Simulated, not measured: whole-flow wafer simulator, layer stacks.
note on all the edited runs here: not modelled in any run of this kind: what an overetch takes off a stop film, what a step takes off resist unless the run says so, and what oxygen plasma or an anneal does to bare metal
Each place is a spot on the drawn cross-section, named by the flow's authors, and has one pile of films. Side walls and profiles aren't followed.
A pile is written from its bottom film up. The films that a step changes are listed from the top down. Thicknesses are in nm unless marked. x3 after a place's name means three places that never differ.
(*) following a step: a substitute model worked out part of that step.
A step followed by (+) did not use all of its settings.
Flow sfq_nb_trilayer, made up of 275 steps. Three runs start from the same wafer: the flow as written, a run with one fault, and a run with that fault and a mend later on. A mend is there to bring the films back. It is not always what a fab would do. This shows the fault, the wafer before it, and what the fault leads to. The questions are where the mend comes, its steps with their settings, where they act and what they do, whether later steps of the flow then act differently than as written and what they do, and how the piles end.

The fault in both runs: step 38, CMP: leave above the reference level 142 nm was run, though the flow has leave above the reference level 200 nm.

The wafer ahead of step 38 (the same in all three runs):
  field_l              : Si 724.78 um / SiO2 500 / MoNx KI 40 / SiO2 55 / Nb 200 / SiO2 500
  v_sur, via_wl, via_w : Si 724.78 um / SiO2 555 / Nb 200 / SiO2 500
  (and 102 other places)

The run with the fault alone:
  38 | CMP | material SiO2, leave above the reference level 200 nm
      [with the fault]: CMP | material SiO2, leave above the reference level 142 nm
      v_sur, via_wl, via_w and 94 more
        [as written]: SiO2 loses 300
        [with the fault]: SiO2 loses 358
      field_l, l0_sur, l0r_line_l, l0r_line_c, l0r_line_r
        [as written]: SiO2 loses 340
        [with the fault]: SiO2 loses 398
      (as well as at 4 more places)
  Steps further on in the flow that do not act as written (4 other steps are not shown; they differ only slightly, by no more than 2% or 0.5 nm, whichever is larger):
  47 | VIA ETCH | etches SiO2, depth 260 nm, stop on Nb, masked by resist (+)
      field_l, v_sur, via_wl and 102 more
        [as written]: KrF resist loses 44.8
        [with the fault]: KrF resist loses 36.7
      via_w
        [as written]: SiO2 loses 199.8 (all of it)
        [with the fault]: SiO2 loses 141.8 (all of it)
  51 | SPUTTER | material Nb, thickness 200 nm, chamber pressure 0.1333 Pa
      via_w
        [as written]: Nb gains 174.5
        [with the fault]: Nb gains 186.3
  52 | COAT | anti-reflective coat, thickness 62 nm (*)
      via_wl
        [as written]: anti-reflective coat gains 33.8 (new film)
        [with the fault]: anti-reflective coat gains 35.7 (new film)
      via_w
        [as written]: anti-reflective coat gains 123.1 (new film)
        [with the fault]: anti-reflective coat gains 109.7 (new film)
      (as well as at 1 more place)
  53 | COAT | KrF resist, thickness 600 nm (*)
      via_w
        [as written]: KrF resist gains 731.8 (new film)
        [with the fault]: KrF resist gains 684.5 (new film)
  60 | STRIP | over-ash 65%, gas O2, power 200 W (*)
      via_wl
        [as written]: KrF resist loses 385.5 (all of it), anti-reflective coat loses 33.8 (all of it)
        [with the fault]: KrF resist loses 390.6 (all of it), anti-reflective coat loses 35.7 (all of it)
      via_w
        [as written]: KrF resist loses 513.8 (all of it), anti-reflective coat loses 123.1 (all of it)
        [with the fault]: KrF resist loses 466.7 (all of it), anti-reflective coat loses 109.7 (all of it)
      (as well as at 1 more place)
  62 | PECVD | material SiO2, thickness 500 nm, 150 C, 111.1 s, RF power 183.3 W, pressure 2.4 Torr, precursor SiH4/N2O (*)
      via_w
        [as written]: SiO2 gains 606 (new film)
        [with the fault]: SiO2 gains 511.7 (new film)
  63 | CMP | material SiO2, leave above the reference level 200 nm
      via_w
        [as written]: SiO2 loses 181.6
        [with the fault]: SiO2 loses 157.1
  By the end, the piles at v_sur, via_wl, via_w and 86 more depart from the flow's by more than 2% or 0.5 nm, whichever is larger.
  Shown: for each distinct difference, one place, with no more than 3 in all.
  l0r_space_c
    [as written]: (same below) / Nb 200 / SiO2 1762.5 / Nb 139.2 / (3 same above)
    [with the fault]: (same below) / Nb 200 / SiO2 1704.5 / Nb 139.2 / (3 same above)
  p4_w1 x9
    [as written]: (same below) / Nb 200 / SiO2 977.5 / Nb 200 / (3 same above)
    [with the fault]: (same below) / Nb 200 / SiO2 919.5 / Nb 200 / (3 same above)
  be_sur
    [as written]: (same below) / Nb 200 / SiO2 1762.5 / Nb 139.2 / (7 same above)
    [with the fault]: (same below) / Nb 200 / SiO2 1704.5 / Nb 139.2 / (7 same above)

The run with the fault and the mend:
  After step 39 comes the mend.
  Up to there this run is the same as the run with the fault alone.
  39a | PECVD | material SiO2, thickness 58 nm, 150 C, 12.89 s, RF power 183.3 W, pressure 2.4 Torr, precursor SiH4/N2O (the flow's step 37, run once more with other settings)
      field_l, v_sur, via_wl and 103 more
        SiO2 gains 58
  Later steps of the flow that are run all act as written at every place that is followed, up to a difference of at most 2% or 0.5 nm, whichever is larger.
  When the end is reached, the piles differ only a little from the flow's at the places that both follow, at most by 2% or 0.5 nm, whichever is larger.
